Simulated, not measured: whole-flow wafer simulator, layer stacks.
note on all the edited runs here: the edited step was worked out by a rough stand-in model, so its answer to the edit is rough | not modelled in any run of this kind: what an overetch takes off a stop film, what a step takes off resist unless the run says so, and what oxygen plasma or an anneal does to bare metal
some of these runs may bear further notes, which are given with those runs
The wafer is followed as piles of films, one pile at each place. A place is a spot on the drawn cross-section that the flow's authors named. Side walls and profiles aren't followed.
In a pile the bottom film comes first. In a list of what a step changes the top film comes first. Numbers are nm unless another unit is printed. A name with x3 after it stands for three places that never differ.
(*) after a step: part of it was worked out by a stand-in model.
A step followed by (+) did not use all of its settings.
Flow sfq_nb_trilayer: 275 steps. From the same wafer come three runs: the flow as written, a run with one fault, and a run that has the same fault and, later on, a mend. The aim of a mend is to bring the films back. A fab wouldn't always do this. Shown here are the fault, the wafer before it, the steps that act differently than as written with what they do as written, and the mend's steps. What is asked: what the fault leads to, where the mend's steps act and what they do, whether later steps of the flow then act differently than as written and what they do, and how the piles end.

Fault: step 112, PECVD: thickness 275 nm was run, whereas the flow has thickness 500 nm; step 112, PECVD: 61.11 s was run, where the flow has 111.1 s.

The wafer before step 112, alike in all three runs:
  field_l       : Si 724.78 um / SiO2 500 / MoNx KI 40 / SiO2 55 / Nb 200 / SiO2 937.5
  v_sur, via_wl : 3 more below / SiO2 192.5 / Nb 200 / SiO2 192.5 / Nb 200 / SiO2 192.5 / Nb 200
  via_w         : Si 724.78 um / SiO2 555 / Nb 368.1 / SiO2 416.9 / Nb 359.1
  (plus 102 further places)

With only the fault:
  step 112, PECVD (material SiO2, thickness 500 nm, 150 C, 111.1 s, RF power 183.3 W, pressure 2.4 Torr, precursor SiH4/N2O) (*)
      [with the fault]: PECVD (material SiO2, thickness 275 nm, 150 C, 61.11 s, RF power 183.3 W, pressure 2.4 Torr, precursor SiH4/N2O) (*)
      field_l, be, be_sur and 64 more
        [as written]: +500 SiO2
        [with the fault]: +275 SiO2
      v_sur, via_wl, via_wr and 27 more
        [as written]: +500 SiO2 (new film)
        [with the fault]: +275 SiO2 (new film)
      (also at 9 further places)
  Later steps of the flow acting differently than as written (not shown: 19 more steps that differ only slightly, by at most 2% or 0.5 nm, whichever is larger):
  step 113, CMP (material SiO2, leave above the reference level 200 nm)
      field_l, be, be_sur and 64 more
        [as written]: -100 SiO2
        [with the fault]: nothing
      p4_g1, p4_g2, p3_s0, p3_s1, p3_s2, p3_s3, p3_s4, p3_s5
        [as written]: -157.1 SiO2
        [with the fault]: nothing
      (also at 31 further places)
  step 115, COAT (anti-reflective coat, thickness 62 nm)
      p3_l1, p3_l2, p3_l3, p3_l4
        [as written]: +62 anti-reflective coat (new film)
        [with the fault]: +47.6 anti-reflective coat (new film)
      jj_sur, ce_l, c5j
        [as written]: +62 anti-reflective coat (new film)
        [with the fault]: +63.4 anti-reflective coat (new film)
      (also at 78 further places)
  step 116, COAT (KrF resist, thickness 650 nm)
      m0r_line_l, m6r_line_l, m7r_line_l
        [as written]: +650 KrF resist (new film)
        [with the fault]: +674.9 KrF resist (new film)
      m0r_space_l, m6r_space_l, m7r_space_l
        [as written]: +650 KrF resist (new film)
        [with the fault]: +665.1 KrF resist (new film)
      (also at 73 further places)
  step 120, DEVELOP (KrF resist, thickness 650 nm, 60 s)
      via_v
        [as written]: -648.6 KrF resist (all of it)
        [with the fault]: -603.5 KrF resist (all of it)
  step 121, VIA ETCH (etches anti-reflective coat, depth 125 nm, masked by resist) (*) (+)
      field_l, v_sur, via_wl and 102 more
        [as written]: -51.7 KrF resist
        [with the fault]: -43.3 KrF resist
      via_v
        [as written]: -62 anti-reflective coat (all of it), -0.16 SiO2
        [with the fault]: -52 anti-reflective coat (all of it), -0.13 SiO2
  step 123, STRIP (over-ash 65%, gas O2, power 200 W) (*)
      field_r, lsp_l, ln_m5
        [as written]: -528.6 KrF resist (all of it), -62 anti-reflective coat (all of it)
        [with the fault]: -542.2 KrF resist (all of it), -62.8 anti-reflective coat (all of it)
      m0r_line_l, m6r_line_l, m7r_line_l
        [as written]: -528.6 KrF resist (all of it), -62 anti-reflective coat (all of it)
        [with the fault]: -561.8 KrF resist (all of it), -62.9 anti-reflective coat (all of it)
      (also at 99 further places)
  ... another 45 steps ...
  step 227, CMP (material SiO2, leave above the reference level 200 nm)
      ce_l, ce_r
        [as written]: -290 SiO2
        [with the fault]: -300 SiO2
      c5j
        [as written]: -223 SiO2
        [with the fault]: -233 SiO2
  The piles end different from the flow's at via_w, be, be_sur and 46 more by more than 2% or 0.5 nm, whichever is larger.
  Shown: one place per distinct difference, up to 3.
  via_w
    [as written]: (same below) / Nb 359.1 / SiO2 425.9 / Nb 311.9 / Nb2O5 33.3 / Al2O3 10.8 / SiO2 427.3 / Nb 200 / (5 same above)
    [with the fault]: (same below) / Nb 359.1 / SiO2 227.6 / Nb 165.7 / SiO2 164.9 / Nb 110.8 / Nb2O5 34.6 / Al2O3 10.1 / SiO2 495.5 / Nb 200 / (5 same above)
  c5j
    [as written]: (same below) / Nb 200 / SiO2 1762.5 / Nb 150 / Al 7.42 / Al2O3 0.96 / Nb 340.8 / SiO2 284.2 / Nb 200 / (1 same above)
    [with the fault]: (same below) / Nb 200 / SiO2 1737.5 / Nb 150 / Al 7.42 / Al2O3 0.96 / Nb 170 / SiO2 3.38 / Nb 183.3 / SiO2 293.3 / Nb 200 / (1 same above)
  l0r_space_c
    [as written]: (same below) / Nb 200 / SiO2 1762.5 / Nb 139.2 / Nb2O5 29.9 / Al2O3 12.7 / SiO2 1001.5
    [with the fault]: (same below) / Nb 200 / SiO2 1737.5 / Nb 139.2 / Nb2O5 29.9 / Al2O3 12.7 / SiO2 1026.5

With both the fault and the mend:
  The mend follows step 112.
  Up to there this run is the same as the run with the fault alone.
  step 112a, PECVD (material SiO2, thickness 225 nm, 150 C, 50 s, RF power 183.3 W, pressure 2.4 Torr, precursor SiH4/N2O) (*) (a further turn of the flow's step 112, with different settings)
      field_l, v_sur, via_wl and 102 more
        +225 SiO2
      via_w
        +199.1 SiO2
  Later steps of the flow acting differently than as written:
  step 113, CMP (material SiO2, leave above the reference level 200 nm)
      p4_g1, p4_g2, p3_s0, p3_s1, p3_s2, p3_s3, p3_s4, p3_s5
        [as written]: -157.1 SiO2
        [with the mend]: -100 SiO2
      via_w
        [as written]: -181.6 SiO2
        [with the mend]: -0.87 SiO2
  At every place that both follow, the piles at the end match the flow's.
